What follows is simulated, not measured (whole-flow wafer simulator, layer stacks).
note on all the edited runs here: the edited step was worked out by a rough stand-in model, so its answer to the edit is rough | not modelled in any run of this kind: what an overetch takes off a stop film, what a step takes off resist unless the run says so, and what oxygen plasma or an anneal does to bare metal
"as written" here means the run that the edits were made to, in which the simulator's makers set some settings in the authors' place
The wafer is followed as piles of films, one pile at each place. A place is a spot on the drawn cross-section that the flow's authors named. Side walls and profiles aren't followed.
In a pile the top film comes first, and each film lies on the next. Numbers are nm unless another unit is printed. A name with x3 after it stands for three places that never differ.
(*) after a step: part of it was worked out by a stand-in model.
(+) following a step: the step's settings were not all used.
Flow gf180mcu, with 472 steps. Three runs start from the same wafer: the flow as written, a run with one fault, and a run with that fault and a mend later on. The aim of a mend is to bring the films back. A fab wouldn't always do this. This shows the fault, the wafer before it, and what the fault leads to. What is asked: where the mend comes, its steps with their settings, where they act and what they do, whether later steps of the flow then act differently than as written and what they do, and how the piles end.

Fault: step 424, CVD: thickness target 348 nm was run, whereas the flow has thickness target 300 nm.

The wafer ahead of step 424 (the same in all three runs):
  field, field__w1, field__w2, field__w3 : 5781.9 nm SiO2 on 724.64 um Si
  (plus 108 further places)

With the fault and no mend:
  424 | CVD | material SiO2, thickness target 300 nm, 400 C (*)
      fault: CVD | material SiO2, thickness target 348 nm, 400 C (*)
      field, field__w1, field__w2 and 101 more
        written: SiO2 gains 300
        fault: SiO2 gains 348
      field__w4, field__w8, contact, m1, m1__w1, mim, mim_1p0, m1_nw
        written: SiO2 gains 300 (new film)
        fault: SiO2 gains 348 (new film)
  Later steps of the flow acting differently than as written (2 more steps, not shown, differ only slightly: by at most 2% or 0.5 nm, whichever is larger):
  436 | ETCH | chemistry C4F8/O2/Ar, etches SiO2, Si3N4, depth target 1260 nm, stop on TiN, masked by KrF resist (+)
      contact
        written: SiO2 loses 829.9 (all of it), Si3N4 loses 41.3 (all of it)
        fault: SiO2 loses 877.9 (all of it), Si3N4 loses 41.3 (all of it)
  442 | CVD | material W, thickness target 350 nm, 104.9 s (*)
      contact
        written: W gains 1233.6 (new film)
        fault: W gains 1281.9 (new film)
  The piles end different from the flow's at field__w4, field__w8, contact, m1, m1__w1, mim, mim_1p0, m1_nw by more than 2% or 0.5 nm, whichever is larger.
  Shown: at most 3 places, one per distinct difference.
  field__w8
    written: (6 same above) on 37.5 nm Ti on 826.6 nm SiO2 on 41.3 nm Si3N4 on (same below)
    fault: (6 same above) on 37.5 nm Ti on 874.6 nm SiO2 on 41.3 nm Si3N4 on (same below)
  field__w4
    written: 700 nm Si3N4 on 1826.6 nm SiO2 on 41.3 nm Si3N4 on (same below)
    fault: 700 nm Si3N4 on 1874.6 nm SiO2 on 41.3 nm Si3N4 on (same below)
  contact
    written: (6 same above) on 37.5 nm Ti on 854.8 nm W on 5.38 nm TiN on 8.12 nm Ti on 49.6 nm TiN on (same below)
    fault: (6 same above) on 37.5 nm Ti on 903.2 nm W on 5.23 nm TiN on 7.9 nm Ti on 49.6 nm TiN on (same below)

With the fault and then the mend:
  The mend follows step 424.
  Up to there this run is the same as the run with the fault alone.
  424a | WET ETCH | chemistry dHF, depth target 48 nm, 25 C, dilution 100:1 (a further turn of the flow's step 17, with different settings)
      field, field__w1, field__w2 and 109 more
        SiO2 loses 48
  Later steps of the flow that are run all act as written at every place that is followed.
  At every place that both follow, the piles at the end match the flow's.
